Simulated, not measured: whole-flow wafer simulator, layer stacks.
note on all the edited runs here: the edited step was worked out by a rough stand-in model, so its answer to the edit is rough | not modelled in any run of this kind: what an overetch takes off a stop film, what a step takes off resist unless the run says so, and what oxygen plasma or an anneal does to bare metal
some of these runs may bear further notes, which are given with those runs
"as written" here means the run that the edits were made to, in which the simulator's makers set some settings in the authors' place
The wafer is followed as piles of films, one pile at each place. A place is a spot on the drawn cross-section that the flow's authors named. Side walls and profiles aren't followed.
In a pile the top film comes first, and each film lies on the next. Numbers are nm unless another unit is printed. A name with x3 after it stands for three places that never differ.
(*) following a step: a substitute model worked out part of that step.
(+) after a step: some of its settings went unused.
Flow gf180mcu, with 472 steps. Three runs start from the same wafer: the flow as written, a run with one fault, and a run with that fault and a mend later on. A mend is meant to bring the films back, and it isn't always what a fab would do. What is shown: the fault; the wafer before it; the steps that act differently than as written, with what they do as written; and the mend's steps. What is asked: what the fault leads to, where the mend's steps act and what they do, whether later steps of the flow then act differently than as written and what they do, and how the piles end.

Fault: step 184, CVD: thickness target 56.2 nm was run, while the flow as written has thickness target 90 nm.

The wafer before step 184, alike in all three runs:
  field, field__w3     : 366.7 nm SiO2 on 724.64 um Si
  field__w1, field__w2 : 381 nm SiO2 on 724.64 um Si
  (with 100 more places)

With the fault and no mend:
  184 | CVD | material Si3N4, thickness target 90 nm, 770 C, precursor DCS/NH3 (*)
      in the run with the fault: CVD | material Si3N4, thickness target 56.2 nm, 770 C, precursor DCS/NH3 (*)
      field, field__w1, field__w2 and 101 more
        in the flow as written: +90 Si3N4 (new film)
        in the run with the fault: +56.2 Si3N4 (new film)
  Later steps of the flow acting differently than as written (not shown: 4 more steps that differ only slightly, by at most 2% or 0.5 nm, whichever is larger):
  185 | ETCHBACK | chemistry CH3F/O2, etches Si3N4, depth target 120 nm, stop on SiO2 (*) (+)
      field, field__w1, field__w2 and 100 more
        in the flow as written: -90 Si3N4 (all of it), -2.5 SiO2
        in the run with the fault: -56.2 Si3N4 (all of it), -5.32 SiO2
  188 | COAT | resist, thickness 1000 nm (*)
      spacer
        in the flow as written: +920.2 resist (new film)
        in the run with the fault: +950.9 resist (new film)
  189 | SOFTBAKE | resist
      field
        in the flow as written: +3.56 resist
        in the run with the fault: -0.34 resist
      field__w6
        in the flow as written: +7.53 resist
        in the run with the fault: +6.91 resist
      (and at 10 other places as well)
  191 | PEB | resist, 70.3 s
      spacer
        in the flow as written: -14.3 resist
        in the run with the fault: -15.1 resist
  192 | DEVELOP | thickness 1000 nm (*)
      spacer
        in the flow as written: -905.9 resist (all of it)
        in the run with the fault: -935.9 resist (all of it)
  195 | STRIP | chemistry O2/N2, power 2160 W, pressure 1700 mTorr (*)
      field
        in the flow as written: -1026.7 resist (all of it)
        in the run with the fault: -1005.7 resist (all of it)
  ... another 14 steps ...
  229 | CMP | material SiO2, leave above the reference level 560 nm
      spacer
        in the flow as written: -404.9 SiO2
        in the run with the fault: -371.1 SiO2
  By the end, the piles at spacer, active_nat, ld_sd_n, ld_drn_n, ld_sd_p, ld_drn_p depart from the flow's by more than 2% or 0.5 nm, whichever is larger.
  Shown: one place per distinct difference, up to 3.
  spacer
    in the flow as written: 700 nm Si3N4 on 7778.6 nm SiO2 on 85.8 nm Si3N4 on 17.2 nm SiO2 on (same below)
    in the run with the fault: 700 nm Si3N4 on 7812.4 nm SiO2 on 52 nm Si3N4 on 17.2 nm SiO2 on (same below)
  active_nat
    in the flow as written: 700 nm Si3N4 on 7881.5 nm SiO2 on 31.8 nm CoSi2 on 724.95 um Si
    in the run with the fault: 700 nm Si3N4 on 7881.6 nm SiO2 on 32.5 nm CoSi2 on 724.95 um Si
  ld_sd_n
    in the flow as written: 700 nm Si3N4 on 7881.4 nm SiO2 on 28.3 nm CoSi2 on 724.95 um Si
    in the run with the fault: 700 nm Si3N4 on 7881.5 nm SiO2 on 29.8 nm CoSi2 on 724.95 um Si

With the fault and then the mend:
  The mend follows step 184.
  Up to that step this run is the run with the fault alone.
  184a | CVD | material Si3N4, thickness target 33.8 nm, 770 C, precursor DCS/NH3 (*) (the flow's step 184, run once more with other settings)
      field, field__w1, field__w2 and 101 more
        +33.8 Si3N4
  None of the later steps of the flow differs from how it acts as written, at any place that is followed, by more than 2% or 0.5 nm, whichever is larger.
  At every place that both follow, the piles at the end match the flow's.
